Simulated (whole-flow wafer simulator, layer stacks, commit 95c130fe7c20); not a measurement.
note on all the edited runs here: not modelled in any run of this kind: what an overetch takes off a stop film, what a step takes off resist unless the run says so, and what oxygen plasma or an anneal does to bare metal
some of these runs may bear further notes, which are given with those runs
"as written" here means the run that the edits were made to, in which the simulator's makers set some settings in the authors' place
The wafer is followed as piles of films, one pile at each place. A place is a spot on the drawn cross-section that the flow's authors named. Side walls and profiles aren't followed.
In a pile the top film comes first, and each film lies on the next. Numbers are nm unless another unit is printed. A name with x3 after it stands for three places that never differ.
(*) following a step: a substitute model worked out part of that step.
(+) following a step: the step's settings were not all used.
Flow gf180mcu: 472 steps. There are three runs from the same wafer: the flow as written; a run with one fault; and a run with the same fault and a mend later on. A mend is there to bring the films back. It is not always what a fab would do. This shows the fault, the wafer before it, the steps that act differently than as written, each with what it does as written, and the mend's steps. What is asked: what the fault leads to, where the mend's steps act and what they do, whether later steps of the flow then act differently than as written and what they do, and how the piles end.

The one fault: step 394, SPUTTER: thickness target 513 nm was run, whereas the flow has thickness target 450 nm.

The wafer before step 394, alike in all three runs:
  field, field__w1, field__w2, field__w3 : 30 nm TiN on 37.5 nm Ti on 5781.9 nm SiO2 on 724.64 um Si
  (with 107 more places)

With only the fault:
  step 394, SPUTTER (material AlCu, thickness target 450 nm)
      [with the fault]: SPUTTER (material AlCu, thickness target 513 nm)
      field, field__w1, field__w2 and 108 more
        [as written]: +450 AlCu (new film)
        [with the fault]: +513 AlCu (new film)
  Steps later in the flow that act otherwise than as written (1 more step, not shown, differs only slightly: by at most 2% or 0.5 nm, whichever is larger):
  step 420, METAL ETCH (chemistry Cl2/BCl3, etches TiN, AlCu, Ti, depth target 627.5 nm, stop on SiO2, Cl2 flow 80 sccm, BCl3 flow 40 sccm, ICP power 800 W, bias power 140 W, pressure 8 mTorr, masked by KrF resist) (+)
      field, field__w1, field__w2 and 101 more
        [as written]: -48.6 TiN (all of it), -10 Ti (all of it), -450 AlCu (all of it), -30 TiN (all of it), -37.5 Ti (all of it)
        [with the fault]: -48.6 TiN (all of it), -10 Ti (all of it), -513 AlCu (all of it), -30 TiN (all of it), -25.9 Ti
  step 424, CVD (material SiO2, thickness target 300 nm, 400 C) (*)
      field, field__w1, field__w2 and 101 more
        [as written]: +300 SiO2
        [with the fault]: +300 SiO2 (new film)
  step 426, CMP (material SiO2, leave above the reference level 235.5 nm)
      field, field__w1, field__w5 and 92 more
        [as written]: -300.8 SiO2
        [with the fault]: -249.4 SiO2
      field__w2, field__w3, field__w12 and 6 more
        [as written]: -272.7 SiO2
        [with the fault]: -218.9 SiO2
  By the end, the piles at field, field__w1, field__w2 and 109 more depart from the flow's by more than 2% or 0.5 nm, whichever is larger.
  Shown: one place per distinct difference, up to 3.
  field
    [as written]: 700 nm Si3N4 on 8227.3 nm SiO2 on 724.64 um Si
    [with the fault]: 700 nm Si3N4 on 2496.8 nm SiO2 on 11.6 nm Ti on 5781.9 nm SiO2 on 724.64 um Si
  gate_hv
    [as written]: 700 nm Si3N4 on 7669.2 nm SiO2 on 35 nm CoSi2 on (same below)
    [with the fault]: 700 nm Si3N4 on 2496.8 nm SiO2 on 11.6 nm Ti on 5223.8 nm SiO2 on 35 nm CoSi2 on (same below)
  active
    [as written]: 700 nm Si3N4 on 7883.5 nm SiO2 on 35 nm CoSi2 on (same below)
    [with the fault]: 700 nm Si3N4 on 2496.8 nm SiO2 on 11.6 nm Ti on 5438.1 nm SiO2 on 35 nm CoSi2 on (same below)

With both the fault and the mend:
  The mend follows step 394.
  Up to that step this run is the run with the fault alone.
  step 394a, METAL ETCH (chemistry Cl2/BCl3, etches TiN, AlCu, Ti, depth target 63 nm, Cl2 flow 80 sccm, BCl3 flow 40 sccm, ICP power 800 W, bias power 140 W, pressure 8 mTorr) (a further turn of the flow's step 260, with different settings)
      field, field__w1, field__w2 and 108 more
        -63 AlCu
  Later steps of the flow that are run all act as written at every place that is followed.
  By the end, the piles equal the flow's at every place that both follow.
